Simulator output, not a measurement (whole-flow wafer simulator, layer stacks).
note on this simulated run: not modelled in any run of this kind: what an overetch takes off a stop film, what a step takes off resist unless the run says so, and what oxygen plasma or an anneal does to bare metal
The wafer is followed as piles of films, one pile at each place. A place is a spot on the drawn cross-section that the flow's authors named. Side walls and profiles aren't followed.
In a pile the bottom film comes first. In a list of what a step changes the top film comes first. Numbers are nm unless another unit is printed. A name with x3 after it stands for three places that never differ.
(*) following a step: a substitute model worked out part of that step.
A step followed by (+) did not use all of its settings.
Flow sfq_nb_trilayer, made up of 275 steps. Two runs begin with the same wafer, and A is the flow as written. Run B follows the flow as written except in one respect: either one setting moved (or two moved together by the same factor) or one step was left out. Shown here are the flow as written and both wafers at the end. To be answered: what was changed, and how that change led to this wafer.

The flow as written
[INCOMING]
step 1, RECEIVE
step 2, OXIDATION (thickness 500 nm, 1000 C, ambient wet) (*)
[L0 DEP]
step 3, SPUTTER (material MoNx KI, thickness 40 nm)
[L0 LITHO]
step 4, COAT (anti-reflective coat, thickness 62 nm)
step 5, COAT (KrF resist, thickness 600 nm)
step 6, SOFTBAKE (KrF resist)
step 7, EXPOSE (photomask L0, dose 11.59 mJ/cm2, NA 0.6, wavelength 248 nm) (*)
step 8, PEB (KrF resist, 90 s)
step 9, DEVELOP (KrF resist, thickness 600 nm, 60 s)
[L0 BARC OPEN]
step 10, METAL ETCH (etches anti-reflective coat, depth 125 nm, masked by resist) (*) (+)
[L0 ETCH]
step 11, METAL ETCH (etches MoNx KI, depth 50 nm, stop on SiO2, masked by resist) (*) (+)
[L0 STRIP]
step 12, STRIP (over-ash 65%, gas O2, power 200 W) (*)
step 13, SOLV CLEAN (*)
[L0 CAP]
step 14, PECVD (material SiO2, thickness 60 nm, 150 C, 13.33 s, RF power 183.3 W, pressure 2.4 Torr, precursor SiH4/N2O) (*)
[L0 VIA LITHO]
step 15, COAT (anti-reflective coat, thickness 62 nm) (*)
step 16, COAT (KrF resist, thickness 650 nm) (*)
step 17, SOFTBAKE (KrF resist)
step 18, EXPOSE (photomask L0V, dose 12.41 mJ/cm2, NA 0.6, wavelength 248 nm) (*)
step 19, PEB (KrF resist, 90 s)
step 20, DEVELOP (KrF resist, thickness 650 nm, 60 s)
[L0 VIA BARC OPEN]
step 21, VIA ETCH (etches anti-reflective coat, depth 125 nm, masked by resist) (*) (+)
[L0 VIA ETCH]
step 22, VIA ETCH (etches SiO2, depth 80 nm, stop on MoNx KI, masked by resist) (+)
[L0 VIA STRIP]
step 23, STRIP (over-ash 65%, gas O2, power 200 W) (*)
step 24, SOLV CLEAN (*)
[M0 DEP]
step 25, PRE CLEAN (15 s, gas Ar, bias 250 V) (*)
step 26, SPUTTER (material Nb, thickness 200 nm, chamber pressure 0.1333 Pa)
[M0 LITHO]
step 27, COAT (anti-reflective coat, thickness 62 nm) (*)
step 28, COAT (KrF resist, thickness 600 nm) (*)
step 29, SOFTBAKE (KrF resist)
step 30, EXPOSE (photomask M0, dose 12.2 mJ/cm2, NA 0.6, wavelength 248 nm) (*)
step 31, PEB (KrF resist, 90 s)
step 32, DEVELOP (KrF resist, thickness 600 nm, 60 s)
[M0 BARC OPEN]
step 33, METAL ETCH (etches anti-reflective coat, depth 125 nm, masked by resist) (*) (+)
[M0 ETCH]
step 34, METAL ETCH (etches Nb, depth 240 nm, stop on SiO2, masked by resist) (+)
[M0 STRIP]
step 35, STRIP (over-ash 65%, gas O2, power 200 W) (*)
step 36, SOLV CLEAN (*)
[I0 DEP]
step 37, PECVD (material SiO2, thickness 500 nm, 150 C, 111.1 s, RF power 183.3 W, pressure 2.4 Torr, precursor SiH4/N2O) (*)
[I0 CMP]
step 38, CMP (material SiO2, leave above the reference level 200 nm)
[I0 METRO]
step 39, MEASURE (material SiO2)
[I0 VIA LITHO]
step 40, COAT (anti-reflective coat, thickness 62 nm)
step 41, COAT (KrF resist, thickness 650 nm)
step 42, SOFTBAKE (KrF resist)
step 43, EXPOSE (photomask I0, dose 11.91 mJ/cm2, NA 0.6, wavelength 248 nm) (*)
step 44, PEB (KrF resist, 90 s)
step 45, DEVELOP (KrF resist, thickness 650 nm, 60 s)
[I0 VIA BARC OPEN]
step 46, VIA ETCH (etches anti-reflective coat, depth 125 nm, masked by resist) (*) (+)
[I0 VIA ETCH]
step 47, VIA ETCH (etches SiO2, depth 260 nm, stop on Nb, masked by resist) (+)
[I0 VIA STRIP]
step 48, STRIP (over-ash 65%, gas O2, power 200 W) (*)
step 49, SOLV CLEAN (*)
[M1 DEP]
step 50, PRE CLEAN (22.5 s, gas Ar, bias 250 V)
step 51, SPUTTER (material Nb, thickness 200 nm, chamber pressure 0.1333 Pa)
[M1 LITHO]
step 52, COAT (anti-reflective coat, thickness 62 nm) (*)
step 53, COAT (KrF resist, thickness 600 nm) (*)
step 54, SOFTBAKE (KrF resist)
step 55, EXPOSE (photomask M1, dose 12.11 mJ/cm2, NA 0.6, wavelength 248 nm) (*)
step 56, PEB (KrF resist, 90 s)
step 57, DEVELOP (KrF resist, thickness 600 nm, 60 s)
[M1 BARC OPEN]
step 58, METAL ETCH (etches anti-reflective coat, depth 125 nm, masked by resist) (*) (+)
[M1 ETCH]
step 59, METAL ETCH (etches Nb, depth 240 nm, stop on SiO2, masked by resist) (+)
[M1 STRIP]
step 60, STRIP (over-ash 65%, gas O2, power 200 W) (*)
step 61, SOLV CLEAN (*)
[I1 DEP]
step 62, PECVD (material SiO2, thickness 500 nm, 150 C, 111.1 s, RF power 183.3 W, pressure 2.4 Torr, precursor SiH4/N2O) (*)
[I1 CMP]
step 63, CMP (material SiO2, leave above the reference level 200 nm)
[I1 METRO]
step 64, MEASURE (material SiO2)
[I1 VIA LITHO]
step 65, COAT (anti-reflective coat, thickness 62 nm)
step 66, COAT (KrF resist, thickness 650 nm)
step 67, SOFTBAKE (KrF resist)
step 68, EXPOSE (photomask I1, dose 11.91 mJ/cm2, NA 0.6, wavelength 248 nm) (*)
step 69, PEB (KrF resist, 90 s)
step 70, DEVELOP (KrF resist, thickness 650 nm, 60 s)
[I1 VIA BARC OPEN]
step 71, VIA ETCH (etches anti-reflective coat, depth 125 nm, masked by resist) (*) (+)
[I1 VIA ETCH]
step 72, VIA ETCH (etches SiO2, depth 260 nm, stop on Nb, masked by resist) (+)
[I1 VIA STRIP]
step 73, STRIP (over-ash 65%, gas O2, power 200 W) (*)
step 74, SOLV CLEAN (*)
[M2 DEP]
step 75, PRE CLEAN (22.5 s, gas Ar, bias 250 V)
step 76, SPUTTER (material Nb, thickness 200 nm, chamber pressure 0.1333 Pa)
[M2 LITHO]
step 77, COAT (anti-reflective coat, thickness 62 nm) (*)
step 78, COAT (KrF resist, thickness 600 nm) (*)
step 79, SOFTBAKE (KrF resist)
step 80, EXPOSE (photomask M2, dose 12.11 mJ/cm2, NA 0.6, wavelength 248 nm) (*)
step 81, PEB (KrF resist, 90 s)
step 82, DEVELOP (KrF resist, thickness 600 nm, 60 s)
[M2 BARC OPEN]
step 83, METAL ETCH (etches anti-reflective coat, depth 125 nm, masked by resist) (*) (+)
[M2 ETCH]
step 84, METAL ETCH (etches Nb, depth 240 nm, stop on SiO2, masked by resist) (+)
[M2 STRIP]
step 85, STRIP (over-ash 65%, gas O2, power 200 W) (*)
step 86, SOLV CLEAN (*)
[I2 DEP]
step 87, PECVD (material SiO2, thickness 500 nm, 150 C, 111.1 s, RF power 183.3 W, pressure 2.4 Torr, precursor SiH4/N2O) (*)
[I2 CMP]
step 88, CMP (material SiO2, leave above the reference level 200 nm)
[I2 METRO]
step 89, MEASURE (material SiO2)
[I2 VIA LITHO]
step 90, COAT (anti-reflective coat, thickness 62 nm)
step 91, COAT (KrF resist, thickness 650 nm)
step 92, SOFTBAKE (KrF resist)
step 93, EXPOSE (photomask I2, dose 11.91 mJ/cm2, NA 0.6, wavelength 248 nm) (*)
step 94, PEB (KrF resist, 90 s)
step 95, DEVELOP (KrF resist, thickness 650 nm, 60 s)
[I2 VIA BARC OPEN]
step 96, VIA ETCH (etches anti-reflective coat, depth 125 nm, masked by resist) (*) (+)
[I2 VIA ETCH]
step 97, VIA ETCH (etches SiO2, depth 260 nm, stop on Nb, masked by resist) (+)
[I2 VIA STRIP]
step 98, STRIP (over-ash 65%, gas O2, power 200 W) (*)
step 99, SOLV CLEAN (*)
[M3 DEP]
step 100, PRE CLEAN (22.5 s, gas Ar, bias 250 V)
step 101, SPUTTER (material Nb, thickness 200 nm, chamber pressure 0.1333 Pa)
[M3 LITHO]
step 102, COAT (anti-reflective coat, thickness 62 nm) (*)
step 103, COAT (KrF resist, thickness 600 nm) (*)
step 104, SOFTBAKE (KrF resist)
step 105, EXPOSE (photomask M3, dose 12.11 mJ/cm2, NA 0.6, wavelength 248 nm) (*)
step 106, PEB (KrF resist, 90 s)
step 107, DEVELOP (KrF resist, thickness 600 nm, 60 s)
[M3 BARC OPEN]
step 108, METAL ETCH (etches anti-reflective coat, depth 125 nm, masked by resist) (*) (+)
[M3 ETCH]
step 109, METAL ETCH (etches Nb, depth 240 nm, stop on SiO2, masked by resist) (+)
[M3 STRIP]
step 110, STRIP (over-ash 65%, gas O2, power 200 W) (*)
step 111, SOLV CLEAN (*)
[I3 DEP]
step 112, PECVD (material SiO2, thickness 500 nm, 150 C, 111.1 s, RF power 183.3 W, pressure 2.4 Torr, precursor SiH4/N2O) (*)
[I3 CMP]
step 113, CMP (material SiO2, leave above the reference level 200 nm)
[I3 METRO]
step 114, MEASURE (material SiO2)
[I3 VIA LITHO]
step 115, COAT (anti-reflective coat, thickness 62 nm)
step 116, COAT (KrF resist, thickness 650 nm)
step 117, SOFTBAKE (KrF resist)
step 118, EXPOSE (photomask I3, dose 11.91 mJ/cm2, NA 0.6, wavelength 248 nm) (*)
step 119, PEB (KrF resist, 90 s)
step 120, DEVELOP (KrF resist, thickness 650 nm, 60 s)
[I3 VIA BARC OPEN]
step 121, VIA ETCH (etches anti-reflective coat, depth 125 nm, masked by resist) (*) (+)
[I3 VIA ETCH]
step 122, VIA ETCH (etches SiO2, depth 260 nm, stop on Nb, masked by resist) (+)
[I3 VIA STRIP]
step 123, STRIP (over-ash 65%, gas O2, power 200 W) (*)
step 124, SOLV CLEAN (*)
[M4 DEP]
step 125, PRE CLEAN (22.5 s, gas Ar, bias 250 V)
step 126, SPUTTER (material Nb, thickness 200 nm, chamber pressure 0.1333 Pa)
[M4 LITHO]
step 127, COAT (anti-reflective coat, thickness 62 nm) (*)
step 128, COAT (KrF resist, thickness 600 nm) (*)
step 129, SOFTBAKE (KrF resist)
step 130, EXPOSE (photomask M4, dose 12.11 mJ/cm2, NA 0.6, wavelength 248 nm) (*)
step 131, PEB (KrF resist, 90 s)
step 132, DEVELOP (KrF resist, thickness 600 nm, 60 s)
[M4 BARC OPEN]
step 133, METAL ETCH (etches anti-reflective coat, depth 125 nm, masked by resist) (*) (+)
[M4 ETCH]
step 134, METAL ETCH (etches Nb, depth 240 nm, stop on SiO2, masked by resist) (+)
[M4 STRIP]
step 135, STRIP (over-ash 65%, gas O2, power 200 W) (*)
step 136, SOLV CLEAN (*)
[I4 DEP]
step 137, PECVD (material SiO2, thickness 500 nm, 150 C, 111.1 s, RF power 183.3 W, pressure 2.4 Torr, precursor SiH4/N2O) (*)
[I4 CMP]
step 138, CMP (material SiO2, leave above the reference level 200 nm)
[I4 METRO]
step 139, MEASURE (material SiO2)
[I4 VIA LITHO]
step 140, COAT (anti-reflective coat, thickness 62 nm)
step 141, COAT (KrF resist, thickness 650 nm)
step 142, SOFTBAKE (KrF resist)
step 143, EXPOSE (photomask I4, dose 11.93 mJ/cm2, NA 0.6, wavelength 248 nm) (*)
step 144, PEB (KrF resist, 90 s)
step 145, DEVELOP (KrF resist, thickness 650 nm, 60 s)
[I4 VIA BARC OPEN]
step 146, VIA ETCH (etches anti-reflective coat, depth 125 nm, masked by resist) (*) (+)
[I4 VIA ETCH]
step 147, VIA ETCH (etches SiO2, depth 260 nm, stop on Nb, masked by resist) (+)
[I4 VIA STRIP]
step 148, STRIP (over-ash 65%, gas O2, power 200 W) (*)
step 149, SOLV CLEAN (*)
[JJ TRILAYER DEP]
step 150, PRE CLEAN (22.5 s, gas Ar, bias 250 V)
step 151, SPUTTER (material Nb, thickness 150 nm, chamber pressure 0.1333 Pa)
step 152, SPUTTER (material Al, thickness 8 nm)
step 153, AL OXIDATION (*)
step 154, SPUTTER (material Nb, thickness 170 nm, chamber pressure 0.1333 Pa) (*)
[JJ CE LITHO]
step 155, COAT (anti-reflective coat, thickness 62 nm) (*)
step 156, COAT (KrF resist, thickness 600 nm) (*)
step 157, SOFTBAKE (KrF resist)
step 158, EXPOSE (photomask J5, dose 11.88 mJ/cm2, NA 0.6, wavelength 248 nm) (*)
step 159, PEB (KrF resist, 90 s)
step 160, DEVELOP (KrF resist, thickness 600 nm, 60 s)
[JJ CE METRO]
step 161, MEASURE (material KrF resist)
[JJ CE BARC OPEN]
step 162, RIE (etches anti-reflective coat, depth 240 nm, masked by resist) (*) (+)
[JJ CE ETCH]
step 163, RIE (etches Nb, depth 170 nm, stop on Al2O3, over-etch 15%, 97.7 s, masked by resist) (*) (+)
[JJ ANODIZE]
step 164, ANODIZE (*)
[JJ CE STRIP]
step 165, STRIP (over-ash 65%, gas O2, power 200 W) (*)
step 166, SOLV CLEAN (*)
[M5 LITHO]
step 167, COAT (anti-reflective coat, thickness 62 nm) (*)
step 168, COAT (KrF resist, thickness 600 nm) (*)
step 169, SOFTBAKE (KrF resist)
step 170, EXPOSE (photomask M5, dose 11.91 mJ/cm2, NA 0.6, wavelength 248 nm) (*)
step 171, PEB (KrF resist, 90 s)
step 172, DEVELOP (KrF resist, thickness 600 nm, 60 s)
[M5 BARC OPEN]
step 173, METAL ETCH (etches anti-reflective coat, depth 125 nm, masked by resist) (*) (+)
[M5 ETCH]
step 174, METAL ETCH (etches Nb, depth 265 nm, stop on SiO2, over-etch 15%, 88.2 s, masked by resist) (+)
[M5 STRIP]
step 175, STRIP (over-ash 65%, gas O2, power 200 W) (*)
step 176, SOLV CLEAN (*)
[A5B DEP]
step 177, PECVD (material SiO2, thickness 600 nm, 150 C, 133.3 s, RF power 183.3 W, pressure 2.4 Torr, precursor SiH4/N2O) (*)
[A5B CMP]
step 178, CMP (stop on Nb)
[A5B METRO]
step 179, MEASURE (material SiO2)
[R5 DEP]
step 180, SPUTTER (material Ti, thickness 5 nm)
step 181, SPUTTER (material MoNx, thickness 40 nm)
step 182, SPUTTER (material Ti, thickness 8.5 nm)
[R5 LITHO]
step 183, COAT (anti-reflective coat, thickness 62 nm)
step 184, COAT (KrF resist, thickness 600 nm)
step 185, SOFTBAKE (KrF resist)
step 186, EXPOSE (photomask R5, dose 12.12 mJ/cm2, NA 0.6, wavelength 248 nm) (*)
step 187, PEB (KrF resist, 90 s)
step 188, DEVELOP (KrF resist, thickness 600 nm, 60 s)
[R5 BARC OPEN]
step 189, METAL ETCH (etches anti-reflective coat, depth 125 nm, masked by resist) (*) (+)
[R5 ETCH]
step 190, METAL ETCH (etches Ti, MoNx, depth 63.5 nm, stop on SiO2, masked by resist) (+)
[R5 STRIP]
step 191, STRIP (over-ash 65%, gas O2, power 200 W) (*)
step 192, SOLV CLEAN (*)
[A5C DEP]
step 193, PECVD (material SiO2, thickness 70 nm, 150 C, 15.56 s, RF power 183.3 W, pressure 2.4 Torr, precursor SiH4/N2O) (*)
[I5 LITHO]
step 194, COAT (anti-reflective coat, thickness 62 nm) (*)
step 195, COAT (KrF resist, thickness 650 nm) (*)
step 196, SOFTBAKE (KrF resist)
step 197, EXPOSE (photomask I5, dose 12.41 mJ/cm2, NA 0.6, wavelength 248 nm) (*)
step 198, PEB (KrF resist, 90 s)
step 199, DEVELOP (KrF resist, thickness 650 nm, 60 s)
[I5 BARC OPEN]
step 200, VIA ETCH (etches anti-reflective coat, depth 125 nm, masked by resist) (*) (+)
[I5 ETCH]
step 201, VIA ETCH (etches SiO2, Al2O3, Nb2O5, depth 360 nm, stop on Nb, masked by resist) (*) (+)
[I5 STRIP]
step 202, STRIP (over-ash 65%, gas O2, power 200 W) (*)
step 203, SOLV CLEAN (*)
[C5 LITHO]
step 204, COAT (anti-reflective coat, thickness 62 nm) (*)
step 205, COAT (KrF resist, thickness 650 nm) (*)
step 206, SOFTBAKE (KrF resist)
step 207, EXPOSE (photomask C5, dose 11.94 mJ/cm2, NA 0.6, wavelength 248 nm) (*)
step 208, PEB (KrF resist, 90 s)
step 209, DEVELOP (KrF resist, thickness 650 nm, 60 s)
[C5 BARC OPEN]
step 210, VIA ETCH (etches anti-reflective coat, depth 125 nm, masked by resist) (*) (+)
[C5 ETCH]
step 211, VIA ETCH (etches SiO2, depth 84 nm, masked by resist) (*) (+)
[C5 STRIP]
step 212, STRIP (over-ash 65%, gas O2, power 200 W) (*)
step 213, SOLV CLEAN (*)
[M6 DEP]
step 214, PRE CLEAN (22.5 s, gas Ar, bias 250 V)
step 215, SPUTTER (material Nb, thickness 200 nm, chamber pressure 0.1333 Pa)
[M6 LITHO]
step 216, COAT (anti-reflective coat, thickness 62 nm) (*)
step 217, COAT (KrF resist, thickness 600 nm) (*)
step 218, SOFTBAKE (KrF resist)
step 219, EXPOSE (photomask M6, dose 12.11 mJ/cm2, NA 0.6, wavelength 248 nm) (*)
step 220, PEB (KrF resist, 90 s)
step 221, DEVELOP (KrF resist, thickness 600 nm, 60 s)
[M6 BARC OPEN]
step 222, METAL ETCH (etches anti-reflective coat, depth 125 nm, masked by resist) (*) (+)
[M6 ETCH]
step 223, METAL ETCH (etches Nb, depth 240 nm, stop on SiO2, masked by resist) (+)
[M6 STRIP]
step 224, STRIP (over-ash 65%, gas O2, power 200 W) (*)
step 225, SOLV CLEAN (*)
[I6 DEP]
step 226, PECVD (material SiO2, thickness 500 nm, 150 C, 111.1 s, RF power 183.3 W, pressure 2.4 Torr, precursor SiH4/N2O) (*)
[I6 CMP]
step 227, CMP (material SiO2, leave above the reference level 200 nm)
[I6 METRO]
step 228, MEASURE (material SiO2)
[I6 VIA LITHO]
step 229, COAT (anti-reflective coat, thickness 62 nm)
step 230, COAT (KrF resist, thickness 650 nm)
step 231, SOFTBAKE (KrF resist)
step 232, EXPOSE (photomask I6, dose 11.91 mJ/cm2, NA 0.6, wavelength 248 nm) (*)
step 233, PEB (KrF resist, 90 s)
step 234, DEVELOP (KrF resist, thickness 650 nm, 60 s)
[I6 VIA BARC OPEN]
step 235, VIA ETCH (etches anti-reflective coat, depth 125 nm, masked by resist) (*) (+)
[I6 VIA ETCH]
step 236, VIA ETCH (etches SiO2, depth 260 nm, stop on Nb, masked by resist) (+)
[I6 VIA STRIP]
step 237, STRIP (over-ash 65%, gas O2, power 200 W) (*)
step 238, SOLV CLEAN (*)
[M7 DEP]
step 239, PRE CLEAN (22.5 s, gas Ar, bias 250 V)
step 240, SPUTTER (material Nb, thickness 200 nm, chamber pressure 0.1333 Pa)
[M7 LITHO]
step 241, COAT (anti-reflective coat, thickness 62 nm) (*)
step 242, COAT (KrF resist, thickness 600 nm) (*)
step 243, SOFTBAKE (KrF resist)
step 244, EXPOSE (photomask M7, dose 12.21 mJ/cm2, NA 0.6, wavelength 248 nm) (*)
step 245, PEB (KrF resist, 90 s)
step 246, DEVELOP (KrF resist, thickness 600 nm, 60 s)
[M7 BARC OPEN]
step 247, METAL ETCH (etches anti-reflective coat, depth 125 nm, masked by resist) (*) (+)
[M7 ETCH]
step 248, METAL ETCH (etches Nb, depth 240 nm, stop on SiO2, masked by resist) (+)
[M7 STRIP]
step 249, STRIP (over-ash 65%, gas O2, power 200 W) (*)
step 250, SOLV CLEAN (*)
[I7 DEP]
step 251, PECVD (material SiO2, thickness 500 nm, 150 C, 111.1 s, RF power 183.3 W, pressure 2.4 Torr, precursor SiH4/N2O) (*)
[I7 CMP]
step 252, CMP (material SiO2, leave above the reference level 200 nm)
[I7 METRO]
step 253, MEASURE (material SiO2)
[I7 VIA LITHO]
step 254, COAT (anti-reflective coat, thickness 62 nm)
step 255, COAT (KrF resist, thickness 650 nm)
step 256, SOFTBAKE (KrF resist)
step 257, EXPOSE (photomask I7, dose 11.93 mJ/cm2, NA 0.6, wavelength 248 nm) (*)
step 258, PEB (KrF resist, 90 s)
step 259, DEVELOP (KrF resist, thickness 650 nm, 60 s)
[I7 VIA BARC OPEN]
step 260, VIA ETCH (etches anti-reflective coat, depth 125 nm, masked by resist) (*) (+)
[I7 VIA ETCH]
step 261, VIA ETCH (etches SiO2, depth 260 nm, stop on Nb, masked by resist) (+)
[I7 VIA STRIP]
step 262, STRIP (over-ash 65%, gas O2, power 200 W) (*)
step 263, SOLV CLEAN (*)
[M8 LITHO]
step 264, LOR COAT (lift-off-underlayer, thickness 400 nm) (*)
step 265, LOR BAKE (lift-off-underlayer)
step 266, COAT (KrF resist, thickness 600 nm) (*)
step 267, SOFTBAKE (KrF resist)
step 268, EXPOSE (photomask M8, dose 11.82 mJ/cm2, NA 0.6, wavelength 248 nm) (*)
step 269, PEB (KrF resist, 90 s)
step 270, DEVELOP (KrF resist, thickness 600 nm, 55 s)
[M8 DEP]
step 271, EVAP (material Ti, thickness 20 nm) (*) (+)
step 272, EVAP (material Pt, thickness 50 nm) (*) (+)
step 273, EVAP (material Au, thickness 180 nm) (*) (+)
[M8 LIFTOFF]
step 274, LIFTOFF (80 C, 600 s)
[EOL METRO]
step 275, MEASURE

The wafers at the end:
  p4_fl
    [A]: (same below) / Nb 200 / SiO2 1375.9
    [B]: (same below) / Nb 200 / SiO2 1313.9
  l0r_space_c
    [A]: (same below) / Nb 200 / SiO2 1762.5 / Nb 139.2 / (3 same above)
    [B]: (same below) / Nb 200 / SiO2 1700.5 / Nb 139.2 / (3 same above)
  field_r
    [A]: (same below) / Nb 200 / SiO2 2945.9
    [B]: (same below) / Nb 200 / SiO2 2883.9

Cause: step 138, CMP: leave above the reference level 138 nm was run, whereas the flow has leave above the reference level 200 nm.

The path from the change to this, step by step:
  step 138, CMP (material SiO2, leave above the reference level 200 nm)
      field_l, be, be_sur and 55 more: A SiO2 loses 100 | B SiO2 loses 162
      v_sur, via_wl, via_w and 35 more: A SiO2 loses 300 | B SiO2 loses 362
      (and at 10 other places as well)
  step 147, VIA ETCH (etches SiO2, depth 260 nm, stop on Nb, masked by resist) (+)
      field_l, v_sur, via_sp and 100 more: A KrF resist loses 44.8 | B KrF resist loses 35.6
      via_wl, via_w, via_wr: A SiO2 loses 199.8 (all of it) | B SiO2 loses 137.8 (all of it)
  step 151, SPUTTER (material Nb, thickness 150 nm, chamber pressure 0.1333 Pa)
      via_wl, via_w, via_wr: A Nb gains 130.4 | B Nb gains 137.6
  step 152, SPUTTER (material Al, thickness 8 nm)
      via_wl, via_wr: A Al gains 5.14 (new film) | B Al gains 5.9 (new film)
      via_w: A Al gains 7.12 (new film) | B Al gains 7.74 (new film)
  step 154, SPUTTER (material Nb, thickness 170 nm, chamber pressure 0.1333 Pa) (*)
      via_wl, via_wr: A Nb gains 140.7 (new film) | B Nb gains 120.8 (new film)
      via_w: A Nb gains 141 (new film) | B Nb gains 164.6 (new film)
  step 155, COAT (anti-reflective coat, thickness 62 nm) (*)
      via_wl, via_wr: A anti-reflective coat gains 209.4 (new film) | B anti-reflective coat gains 197 (new film)
      v_sur: A anti-reflective coat gains 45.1 (new film) | B anti-reflective coat gains 48 (new film)
      (and at 2 other places as well)
  step 156, COAT (KrF resist, thickness 600 nm) (*)
      via_wl: A KrF resist gains 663 (new film) | B KrF resist gains 640.7 (new film)
      via_w: A KrF resist gains 763.8 (new film) | B KrF resist gains 693.9 (new film)
      (and at 1 other place as well)
  step 160, DEVELOP (KrF resist, thickness 600 nm, 60 s)
      via_wl: A KrF resist loses 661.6 (all of it) | B KrF resist loses 639.4 (all of it)
      via_w: A KrF resist loses 762.1 (all of it) | B KrF resist loses 692.4 (all of it)
      (and at 1 other place as well)
  step 162, RIE (etches anti-reflective coat, depth 240 nm, masked by resist) (*) (+)
      ce_l, c5j, ce_r, wl_jj: A KrF resist loses 209.4 | B KrF resist loses 197
      via_wl, via_wr: A anti-reflective coat loses 209.4 (all of it) | B anti-reflective coat loses 197 (all of it)
      (and at 3 other places as well)
  step 163, RIE (etches Nb, depth 170 nm, stop on Al2O3, over-etch 15%, 97.7 s, masked by resist) (*) (+)
      via_w: A Nb loses 141 (all of it), Al2O3 loses 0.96 (all of it) | B Nb loses 164.6 (all of it), Al2O3 loses 0.62
      via_wl, via_wr: A Nb loses 140.7 (all of it), Al2O3 loses 0.96 (all of it) | B Nb loses 120.8 (all of it), Al2O3 loses 0.96 (all of it)
  step 164, ANODIZE (*)
      via_w: A Al2O3 gains 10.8 (new film), Nb2O5 gains 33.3 (new film), Al loses 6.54 (all of it), Nb loses 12 | B Al2O3 gains 11.8, Nb2O5 gains 30.9 (new film), Al loses 7.16 (all of it), Nb loses 11.1
      via_wl, via_wr: A Al2O3 gains 7.52 (new film), Nb2O5 gains 39.2 (new film), Al loses 4.56 (all of it), Nb loses 14.1 | B Al2O3 gains 8.78 (new film), Nb2O5 gains 36.9 (new film), Al loses 5.32 (all of it), Nb loses 13.3
  step 165, STRIP (over-ash 65%, gas O2, power 200 W) (*)
      ce_l: A KrF resist loses 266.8 (all of it), anti-reflective coat loses 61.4 (all of it) | B KrF resist loses 279.7 (all of it), anti-reflective coat loses 61.7 (all of it)
      c5j: A KrF resist loses 266.9 (all of it), anti-reflective coat loses 61.5 (all of it) | B KrF resist loses 279.7 (all of it), anti-reflective coat loses 61.7 (all of it)
      (and at 2 other places as well)
  step 167, COAT (anti-reflective coat, thickness 62 nm) (*)
      via_wl: A anti-reflective coat gains 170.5 (new film) | B anti-reflective coat gains 120.4 (new film)
      via_w: A anti-reflective coat gains 84.1 (new film) | B anti-reflective coat gains 74.8 (new film)
      (and at 1 other place as well)
  step 168, COAT (KrF resist, thickness 600 nm) (*)
      via_w: A KrF resist gains 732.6 (new film) | B KrF resist gains 690.6 (new film)
  step 175, STRIP (over-ash 65%, gas O2, power 200 W) (*)
      v_sur: A KrF resist loses 349.2 (all of it), anti-reflective coat loses 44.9 (all of it) | B KrF resist loses 359.7 (all of it), anti-reflective coat loses 44.6 (all of it)
      via_wl: A KrF resist loses 427 (all of it), anti-reflective coat loses 170.5 (all of it) | B KrF resist loses 422.5 (all of it), anti-reflective coat loses 120.4 (all of it)
      (and at 3 other places as well)
  step 178, CMP (stop on Nb)
      via_wl, via_wr: A SiO2 loses 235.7 | B SiO2 loses 304.7
      via_w: A SiO2 loses 235.2 | B SiO2 loses 304.3
